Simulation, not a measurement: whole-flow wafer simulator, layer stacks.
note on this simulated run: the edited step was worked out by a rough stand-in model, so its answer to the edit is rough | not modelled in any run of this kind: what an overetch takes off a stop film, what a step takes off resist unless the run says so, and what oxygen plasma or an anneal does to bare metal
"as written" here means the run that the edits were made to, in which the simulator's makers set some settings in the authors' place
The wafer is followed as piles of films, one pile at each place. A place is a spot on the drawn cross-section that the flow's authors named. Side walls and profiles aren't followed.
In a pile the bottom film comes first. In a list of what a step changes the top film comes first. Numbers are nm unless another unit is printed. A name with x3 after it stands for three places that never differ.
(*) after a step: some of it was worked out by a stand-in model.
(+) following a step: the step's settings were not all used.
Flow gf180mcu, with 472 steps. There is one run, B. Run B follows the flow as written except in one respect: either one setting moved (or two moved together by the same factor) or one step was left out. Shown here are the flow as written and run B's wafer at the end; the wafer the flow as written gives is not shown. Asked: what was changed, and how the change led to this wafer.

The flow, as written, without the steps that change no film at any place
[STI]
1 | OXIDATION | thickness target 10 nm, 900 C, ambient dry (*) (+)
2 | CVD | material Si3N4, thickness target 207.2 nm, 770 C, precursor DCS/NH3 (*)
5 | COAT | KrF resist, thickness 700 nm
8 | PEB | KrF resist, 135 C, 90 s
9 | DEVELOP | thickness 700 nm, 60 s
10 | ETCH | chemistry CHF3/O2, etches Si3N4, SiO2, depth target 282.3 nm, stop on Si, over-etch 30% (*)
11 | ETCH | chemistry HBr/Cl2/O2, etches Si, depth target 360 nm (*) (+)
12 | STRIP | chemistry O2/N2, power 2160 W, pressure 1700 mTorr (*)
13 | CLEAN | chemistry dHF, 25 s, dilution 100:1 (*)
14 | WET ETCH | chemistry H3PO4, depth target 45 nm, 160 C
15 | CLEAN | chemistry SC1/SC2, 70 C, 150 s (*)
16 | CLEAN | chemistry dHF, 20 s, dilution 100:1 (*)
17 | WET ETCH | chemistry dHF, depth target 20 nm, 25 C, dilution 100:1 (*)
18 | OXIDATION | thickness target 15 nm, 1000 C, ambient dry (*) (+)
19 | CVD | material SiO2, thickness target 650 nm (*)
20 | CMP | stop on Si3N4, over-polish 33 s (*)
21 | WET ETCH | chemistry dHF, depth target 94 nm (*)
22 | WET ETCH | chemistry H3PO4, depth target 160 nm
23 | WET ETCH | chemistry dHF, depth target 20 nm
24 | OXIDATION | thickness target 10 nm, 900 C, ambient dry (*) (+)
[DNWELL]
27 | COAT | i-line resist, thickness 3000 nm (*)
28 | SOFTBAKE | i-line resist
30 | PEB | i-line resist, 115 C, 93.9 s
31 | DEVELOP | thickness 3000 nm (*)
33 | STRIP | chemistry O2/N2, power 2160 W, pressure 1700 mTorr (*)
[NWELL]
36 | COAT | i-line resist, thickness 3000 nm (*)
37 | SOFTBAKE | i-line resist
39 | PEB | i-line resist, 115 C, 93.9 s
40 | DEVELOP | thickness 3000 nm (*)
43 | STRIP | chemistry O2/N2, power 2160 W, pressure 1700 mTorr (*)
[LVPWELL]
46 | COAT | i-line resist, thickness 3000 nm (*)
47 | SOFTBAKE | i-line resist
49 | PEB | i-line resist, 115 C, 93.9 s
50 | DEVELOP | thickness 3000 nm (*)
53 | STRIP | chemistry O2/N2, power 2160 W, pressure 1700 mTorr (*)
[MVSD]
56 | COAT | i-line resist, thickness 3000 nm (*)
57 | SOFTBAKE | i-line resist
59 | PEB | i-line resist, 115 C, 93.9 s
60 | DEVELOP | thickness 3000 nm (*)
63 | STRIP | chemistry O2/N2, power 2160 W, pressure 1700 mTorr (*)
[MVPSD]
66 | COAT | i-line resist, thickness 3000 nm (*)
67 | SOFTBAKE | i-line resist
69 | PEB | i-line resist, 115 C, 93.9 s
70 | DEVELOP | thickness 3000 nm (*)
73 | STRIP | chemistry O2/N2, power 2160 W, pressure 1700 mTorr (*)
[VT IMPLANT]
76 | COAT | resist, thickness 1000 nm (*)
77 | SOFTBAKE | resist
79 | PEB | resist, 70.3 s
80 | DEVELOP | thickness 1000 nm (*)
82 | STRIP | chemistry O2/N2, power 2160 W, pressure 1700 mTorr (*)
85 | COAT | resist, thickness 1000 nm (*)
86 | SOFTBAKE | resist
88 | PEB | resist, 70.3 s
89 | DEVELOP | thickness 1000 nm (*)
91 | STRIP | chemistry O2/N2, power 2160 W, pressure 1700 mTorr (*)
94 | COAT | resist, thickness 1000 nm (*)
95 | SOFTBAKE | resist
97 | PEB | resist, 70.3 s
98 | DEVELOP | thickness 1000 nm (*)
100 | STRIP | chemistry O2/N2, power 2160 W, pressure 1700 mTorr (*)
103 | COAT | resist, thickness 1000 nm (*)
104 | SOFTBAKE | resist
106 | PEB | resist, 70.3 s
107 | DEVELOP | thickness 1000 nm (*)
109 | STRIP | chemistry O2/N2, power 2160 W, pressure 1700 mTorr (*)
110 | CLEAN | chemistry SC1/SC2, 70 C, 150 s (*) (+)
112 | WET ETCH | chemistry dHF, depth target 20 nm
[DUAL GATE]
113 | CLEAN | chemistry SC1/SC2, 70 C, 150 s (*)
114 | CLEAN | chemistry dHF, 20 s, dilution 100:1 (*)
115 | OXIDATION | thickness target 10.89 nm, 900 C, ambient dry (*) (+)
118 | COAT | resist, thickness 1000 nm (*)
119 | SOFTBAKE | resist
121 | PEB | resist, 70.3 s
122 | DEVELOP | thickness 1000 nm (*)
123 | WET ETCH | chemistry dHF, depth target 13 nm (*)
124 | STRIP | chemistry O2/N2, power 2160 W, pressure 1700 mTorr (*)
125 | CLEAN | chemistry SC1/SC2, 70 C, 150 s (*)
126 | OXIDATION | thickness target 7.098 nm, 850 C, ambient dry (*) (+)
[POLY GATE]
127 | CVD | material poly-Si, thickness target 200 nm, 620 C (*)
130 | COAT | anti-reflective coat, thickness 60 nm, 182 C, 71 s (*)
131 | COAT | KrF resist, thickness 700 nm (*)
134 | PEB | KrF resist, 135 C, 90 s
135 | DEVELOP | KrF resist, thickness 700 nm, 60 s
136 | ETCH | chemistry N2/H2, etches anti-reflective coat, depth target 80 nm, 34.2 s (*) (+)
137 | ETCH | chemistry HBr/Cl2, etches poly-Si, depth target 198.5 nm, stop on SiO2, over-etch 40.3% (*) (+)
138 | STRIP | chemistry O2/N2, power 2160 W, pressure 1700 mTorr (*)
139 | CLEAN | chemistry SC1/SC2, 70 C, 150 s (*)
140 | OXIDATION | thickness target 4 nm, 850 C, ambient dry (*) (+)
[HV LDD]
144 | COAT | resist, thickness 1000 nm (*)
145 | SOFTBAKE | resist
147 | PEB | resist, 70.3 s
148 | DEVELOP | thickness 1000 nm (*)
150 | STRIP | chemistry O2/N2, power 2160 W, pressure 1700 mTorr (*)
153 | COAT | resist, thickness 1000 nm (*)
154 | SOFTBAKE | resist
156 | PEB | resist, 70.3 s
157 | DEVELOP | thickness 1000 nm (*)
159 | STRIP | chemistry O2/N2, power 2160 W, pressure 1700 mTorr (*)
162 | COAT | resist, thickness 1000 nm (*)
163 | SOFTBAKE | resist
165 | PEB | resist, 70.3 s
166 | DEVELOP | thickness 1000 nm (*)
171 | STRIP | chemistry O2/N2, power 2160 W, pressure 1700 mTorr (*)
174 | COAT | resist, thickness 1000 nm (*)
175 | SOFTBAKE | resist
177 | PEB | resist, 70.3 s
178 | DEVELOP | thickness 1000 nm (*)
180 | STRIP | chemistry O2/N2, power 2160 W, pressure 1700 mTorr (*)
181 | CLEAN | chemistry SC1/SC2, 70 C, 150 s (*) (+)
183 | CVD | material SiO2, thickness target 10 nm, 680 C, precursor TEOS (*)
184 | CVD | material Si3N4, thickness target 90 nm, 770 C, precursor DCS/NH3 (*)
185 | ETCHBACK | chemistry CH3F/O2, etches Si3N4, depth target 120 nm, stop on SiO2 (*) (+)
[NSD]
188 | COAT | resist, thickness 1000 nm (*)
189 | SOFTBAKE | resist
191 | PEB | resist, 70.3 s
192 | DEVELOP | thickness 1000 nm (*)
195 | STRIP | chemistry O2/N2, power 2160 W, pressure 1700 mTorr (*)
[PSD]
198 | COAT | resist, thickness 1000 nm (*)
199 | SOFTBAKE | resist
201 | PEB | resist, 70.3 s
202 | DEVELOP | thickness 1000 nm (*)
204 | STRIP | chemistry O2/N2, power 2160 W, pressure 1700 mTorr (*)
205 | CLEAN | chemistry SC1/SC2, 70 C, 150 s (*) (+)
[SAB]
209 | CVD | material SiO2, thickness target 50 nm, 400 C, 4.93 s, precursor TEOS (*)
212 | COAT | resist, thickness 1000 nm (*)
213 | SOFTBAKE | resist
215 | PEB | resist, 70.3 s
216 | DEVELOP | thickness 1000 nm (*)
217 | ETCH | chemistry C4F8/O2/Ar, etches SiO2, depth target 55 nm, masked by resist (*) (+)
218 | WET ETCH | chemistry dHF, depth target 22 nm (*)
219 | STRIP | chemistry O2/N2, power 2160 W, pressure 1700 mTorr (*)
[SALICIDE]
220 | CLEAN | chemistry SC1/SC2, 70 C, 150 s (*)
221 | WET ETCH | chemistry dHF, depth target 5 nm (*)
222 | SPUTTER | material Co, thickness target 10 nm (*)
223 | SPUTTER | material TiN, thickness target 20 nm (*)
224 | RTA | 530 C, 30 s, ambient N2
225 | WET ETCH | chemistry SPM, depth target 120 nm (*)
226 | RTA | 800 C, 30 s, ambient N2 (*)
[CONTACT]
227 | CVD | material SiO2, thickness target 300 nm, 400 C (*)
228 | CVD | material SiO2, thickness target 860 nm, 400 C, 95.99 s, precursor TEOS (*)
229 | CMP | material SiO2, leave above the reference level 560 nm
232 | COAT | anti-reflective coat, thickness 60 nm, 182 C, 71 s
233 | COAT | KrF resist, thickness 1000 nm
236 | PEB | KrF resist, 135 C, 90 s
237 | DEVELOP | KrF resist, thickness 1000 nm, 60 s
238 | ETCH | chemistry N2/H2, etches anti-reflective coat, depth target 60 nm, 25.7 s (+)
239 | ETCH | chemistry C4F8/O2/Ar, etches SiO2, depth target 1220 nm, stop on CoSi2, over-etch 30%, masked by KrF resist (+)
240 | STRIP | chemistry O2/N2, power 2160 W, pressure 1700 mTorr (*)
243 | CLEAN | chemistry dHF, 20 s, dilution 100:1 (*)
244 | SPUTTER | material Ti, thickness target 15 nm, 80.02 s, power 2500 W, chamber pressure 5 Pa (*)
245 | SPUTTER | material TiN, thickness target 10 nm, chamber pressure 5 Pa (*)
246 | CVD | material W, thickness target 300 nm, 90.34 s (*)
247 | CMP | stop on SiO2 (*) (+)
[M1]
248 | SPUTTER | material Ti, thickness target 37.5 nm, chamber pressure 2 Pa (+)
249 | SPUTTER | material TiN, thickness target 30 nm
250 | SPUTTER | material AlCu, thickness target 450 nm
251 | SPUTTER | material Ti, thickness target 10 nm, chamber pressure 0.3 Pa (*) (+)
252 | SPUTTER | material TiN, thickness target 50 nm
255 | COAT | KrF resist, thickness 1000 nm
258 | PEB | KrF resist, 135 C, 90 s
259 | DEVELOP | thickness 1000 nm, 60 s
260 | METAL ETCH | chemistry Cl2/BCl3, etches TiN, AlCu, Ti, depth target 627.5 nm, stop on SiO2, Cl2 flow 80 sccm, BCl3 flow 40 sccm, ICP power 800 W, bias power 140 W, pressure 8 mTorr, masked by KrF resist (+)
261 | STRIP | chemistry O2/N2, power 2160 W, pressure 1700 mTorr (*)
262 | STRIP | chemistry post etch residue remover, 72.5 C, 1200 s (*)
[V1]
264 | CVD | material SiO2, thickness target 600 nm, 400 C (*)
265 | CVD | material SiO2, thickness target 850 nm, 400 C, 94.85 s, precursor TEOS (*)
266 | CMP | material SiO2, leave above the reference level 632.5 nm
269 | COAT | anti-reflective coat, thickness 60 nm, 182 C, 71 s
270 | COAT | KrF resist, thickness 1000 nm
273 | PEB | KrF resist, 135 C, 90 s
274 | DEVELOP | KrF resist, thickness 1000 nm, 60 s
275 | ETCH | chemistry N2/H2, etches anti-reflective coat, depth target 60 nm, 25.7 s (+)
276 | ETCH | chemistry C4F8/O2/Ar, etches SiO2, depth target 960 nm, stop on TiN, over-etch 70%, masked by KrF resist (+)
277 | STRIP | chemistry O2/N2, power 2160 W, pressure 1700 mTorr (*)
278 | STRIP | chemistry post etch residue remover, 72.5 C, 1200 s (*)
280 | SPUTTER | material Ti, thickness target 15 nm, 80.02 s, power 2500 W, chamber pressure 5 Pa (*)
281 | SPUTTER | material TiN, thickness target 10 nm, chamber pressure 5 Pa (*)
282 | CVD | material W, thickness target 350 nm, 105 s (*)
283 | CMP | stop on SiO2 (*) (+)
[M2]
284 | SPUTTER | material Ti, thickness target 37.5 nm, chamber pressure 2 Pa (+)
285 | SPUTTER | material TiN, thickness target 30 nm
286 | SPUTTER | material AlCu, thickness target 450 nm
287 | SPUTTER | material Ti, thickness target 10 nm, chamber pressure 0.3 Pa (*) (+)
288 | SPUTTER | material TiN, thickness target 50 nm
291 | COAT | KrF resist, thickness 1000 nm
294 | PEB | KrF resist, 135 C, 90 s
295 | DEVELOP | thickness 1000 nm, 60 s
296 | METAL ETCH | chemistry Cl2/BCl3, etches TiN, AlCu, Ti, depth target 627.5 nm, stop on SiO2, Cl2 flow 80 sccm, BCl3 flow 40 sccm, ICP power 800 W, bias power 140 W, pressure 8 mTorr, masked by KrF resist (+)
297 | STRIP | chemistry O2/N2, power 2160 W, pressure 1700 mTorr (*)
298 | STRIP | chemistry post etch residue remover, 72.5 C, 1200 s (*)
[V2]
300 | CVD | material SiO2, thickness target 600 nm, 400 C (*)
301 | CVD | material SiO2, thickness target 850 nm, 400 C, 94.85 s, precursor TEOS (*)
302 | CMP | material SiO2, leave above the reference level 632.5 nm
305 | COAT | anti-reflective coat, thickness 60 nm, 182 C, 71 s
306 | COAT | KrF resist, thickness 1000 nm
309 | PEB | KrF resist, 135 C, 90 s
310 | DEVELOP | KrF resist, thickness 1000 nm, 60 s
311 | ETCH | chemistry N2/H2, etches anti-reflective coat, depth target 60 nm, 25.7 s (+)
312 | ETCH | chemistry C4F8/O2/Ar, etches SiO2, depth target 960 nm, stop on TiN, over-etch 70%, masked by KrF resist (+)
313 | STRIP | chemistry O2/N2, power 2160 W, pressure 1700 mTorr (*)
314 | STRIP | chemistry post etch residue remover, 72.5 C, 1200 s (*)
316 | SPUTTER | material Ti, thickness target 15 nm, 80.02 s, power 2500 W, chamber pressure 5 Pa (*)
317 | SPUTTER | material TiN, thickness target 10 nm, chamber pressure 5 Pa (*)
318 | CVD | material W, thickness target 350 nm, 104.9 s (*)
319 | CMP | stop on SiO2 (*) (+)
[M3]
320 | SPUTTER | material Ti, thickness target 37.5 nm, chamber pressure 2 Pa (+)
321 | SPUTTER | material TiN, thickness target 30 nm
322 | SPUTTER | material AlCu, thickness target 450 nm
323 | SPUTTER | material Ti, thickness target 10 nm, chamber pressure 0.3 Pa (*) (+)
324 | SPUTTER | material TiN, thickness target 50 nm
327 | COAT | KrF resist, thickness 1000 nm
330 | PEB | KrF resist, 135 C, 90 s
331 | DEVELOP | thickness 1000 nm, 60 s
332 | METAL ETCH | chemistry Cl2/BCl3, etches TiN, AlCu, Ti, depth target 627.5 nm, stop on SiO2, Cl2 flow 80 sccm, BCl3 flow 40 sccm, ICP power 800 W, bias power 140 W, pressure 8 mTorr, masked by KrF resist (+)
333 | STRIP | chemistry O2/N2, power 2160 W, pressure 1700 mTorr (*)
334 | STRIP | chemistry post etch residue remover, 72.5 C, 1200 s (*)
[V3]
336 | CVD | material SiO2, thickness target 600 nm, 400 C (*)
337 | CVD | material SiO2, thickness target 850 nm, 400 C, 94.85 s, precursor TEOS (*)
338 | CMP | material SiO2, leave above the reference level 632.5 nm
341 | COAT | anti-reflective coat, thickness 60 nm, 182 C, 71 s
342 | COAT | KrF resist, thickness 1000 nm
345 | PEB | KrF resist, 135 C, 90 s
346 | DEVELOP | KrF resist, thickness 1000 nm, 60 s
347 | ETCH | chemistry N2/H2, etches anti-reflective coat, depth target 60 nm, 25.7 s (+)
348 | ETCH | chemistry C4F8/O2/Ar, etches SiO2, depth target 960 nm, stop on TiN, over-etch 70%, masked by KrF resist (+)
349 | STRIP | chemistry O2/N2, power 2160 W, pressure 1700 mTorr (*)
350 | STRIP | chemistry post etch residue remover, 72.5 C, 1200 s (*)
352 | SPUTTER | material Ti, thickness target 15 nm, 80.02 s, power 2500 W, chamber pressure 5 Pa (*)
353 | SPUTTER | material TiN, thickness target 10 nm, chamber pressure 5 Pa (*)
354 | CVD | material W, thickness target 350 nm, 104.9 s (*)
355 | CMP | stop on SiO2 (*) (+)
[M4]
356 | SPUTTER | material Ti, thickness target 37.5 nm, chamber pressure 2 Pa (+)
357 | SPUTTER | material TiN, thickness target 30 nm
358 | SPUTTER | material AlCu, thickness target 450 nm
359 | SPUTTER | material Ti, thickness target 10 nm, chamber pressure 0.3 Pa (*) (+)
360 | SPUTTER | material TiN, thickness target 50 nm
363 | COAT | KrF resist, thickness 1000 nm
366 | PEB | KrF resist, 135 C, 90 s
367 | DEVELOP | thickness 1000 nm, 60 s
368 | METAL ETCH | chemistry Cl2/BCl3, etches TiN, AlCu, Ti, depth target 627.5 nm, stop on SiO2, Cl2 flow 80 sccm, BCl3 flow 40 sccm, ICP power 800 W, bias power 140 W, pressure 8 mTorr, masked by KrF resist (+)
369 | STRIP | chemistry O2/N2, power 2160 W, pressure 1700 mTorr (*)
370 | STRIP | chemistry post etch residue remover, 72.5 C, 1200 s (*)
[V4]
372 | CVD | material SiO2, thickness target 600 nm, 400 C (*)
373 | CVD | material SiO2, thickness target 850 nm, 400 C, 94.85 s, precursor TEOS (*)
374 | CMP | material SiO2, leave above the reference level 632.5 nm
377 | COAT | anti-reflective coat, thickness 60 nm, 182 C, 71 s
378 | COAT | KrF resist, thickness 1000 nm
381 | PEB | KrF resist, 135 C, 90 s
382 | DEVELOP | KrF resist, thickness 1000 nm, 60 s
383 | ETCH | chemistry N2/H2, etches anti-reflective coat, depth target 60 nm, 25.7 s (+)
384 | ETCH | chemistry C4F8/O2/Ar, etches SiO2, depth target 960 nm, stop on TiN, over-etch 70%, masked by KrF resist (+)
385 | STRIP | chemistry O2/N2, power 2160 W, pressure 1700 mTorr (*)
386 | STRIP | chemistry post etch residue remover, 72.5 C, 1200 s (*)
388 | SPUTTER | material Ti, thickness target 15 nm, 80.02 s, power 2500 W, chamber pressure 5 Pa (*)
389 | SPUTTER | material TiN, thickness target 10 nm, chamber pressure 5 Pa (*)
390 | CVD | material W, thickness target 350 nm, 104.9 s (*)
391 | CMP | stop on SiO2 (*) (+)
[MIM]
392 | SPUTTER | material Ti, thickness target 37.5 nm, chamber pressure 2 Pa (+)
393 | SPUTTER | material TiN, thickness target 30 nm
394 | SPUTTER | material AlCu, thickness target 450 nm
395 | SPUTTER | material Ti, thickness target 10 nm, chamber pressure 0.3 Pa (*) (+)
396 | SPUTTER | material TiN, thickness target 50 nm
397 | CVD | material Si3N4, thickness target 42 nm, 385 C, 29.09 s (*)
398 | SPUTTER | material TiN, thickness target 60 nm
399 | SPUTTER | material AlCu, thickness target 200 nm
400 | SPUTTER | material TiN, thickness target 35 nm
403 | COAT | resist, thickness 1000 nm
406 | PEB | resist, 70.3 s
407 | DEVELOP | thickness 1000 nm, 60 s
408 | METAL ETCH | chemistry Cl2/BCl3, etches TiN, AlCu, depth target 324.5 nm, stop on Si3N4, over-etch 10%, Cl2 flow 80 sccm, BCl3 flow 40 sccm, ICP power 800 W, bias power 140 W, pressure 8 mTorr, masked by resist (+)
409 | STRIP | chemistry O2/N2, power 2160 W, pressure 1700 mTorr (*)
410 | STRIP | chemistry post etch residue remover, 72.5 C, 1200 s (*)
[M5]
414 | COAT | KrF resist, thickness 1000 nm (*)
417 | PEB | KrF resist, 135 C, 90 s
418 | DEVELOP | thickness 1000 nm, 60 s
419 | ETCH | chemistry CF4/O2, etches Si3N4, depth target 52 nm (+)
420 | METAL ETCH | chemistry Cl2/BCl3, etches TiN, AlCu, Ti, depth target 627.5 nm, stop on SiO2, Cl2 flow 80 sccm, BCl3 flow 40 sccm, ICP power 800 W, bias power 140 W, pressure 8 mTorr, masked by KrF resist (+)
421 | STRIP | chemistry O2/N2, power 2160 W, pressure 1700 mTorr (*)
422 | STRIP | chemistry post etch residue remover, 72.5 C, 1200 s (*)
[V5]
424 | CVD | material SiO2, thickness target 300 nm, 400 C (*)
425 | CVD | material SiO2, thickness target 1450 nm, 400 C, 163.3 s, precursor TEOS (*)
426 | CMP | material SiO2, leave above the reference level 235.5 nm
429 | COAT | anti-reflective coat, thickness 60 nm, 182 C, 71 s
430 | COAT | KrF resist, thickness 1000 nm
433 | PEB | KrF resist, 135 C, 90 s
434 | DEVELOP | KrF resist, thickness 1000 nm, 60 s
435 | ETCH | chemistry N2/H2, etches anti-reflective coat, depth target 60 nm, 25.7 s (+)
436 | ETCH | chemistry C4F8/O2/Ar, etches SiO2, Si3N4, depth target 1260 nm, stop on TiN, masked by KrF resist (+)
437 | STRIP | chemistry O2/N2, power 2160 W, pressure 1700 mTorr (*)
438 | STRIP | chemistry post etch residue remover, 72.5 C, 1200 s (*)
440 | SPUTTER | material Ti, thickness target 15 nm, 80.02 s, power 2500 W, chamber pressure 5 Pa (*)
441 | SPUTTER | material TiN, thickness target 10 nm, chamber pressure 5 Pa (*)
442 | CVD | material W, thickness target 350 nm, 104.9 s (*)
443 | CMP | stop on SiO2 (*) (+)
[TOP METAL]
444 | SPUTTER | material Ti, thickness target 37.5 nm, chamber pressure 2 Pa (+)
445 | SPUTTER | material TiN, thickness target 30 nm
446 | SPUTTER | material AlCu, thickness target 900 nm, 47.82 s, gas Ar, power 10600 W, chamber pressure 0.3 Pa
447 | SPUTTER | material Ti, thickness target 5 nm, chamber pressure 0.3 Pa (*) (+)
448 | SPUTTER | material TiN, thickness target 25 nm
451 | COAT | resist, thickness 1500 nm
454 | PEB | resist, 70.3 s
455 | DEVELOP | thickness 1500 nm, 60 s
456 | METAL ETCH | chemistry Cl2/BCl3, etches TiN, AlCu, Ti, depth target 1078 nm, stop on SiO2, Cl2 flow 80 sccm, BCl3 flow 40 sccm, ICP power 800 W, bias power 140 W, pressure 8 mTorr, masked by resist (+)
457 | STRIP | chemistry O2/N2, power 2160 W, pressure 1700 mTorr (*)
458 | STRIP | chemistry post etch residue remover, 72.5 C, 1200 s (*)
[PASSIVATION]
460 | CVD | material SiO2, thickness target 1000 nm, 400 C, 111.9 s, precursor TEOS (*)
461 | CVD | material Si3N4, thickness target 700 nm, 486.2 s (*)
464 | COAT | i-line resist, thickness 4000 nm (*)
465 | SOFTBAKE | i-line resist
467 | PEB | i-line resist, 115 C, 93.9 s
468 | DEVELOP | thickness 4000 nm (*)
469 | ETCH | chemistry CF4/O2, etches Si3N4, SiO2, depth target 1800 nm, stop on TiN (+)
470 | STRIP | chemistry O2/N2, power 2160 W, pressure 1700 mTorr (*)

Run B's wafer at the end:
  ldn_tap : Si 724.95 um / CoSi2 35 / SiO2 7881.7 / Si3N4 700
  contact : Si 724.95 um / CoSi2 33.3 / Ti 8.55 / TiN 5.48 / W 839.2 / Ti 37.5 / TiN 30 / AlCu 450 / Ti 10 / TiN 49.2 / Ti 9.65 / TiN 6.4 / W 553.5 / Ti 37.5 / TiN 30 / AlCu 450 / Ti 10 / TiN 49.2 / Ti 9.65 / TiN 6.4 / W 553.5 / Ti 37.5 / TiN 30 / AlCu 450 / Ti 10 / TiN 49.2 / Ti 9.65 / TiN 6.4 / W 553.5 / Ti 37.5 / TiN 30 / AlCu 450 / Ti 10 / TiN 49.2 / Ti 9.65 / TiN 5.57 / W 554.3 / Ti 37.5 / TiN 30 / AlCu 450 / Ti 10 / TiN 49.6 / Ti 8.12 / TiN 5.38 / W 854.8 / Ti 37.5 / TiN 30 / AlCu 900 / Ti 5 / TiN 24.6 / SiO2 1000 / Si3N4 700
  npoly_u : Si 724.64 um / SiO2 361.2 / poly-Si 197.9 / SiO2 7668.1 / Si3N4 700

Cause: step 389, SPUTTER: thickness target 8.7 nm was run, whereas the flow has thickness target 10 nm.

Step by step, how the change led to this:
  389 | SPUTTER | material TiN, thickness target 10 nm, chamber pressure 5 Pa (*)
      field, field__w1, field__w2 and 107 more: TiN gains 8.7 (new film) (it would be, as written: TiN gains 10 (new film))
      contact: TiN gains 5.57 (new film) (it would be, as written: TiN gains 6.4 (new film))
  391 | CMP | stop on SiO2 (*) (+)
      field, field__w1, field__w2 and 107 more: W loses 350 (all of it), TiN loses 8.7 (all of it), Ti loses 15 (all of it), SiO2 loses 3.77 (it would be, as written: W loses 350 (all of it), TiN loses 10 (all of it), Ti loses 15 (all of it), SiO2 loses 3.78)
